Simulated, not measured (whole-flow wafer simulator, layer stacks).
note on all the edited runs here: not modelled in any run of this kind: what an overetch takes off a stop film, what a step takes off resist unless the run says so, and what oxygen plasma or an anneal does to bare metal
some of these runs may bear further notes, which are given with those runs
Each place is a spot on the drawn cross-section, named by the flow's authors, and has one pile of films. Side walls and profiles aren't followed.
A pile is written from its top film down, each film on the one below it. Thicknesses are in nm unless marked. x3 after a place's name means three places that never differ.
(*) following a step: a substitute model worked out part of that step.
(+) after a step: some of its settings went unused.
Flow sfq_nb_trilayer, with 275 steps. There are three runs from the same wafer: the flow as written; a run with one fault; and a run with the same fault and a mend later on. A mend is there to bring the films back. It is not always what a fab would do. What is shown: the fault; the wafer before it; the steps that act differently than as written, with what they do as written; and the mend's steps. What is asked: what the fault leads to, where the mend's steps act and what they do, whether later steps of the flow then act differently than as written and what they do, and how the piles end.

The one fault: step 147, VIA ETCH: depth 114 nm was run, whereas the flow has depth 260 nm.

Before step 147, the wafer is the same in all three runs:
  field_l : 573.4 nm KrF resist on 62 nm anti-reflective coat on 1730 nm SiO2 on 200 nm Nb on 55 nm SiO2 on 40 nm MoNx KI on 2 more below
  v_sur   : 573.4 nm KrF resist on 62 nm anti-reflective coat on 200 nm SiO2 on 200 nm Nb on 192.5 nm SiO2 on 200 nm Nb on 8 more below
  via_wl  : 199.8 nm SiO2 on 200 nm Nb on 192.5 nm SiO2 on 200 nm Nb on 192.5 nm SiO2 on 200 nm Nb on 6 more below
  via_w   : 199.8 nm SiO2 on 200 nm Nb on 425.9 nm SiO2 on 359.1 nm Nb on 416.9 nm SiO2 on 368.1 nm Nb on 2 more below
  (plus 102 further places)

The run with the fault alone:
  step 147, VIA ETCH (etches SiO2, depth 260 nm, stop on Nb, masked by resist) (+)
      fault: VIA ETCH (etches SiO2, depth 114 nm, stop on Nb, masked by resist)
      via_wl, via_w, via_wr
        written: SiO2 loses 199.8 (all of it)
        fault: SiO2 loses 114
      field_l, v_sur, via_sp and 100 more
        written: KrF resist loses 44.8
        fault: KrF resist loses 19.7
  Steps further on in the flow that do not act as written (4 other steps are not shown; they differ only slightly, by no more than 2% or 0.5 nm, whichever is larger):
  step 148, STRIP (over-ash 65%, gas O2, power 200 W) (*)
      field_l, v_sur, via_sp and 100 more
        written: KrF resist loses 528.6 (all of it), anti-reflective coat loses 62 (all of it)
        fault: KrF resist loses 553.8 (all of it), anti-reflective coat loses 62 (all of it)
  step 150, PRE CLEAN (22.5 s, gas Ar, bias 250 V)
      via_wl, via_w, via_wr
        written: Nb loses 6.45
        fault: SiO2 loses 7.5
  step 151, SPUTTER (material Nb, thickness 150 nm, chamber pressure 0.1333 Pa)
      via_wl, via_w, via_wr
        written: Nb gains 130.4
        fault: Nb gains 140.3 (new film)
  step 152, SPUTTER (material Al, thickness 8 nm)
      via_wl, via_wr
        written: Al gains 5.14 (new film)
        fault: Al gains 6.15 (new film)
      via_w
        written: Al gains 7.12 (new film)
        fault: Al gains 7.83 (new film)
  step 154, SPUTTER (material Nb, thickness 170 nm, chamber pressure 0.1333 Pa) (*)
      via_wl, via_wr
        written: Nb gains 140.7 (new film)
        fault: Nb gains 126.1 (new film)
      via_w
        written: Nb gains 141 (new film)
        fault: Nb gains 166.8 (new film)
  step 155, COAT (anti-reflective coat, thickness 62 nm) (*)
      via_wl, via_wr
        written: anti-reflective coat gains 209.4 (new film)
        fault: anti-reflective coat gains 175.9 (new film)
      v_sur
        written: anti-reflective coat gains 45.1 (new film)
        fault: anti-reflective coat gains 49.3 (new film)
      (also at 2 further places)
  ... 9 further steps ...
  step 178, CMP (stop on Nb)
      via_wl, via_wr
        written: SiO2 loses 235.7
        fault: SiO2 loses 330.2
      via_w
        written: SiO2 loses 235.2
        fault: SiO2 loses 329.7
  The piles end different from the flow's at via_wl, via_w, via_wr by more than 2% or 0.5 nm, whichever is larger.
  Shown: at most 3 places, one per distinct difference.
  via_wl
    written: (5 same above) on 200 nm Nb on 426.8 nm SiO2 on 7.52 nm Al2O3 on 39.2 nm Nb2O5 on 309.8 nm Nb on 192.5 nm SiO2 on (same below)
    fault: (5 same above) on 200 nm Nb on 332.3 nm SiO2 on 9.18 nm Al2O3 on 36.2 nm Nb2O5 on 127.3 nm Nb on 78.3 nm SiO2 on 200 nm Nb on 192.5 nm SiO2 on (same below)
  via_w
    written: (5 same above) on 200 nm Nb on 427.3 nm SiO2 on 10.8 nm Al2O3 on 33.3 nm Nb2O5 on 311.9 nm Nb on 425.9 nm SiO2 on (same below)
    fault: (5 same above) on 200 nm Nb on 332.8 nm SiO2 on 12.3 nm Al2O3 on 30.6 nm Nb2O5 on 129.3 nm Nb on 78.3 nm SiO2 on 200 nm Nb on 425.9 nm SiO2 on (same below)

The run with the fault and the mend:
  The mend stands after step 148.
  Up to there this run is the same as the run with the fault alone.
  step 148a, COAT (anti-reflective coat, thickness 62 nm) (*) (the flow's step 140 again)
      p4_fl x3, p4_w1 x9, p4_g1 x2 and 63 more
        anti-reflective coat gains 62 (new film)
      be_r, r_sur, res and 10 more
        anti-reflective coat gains 61.8 (new film)
      jj_sur, ce_l, c5j, ce_r, sp_r
        anti-reflective coat gains 61.7 (new film)
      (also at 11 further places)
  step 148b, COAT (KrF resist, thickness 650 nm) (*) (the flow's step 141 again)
      p4_fl x3, p4_w1 x9, p4_g1 x2 and 63 more
        KrF resist gains 650 (new film)
      moat, field_r, lsp_l, ln_m5, lsp_m, ln_m6, lsp_r, l0_sur
        KrF resist gains 649.6 (new film)
      r_sur, res, r_end, l0v
        KrF resist gains 649.5 (new film)
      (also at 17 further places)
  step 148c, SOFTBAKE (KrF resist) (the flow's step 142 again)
      alters no film at any place that is followed
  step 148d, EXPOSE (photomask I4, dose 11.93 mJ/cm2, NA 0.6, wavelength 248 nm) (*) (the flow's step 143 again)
      alters no film at any place that is followed
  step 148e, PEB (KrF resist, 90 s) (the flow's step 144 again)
      v_sur, gap, jj_sur and 94 more
        KrF resist loses 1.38
      via_sp, via_v, wire, be, be_sur
        KrF resist loses 1.37
      field_l
        KrF resist loses 1.36
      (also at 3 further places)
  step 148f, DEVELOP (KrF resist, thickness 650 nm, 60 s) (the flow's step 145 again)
      field_l, v_sur, via_sp and 100 more
        KrF resist loses 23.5
      via_wl
        KrF resist loses 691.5 (all of it)
      via_w
        KrF resist loses 721.5 (all of it)
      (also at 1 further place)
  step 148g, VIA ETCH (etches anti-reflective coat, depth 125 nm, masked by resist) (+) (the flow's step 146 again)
      field_l, v_sur, via_sp and 100 more
        KrF resist loses 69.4
      via_wl
        anti-reflective coat loses 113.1 (all of it)
      via_w
        anti-reflective coat loses 79.5 (all of it), SiO2 loses 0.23
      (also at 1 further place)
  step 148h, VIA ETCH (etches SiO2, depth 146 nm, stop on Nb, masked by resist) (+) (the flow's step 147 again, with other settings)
      field_l, v_sur, via_sp and 100 more
        KrF resist loses 22.2
      via_wl, via_wr
        SiO2 loses 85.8 (all of it)
      via_w
        SiO2 loses 85.6 (all of it)
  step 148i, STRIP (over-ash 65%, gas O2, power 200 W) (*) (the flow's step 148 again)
      p4_fl x3, p4_w1 x9, p4_g1 x2 and 63 more
        KrF resist loses 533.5 (all of it), anti-reflective coat loses 62 (all of it)
      r_sur, res, r_end, moat, field_r, l0v
        KrF resist loses 533 (all of it), anti-reflective coat loses 61.8 (all of it)
      lsp_l, ln_m5, lsp_m, ln_m6, lsp_r, l0_sur
        KrF resist loses 533.1 (all of it), anti-reflective coat loses 61.8 (all of it)
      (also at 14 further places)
  Every later step of the flow that is run acts as written, at every place that is followed, to within 2% or 0.5 nm, whichever is larger.
  The piles end the same as the flow's at every place that both follow.
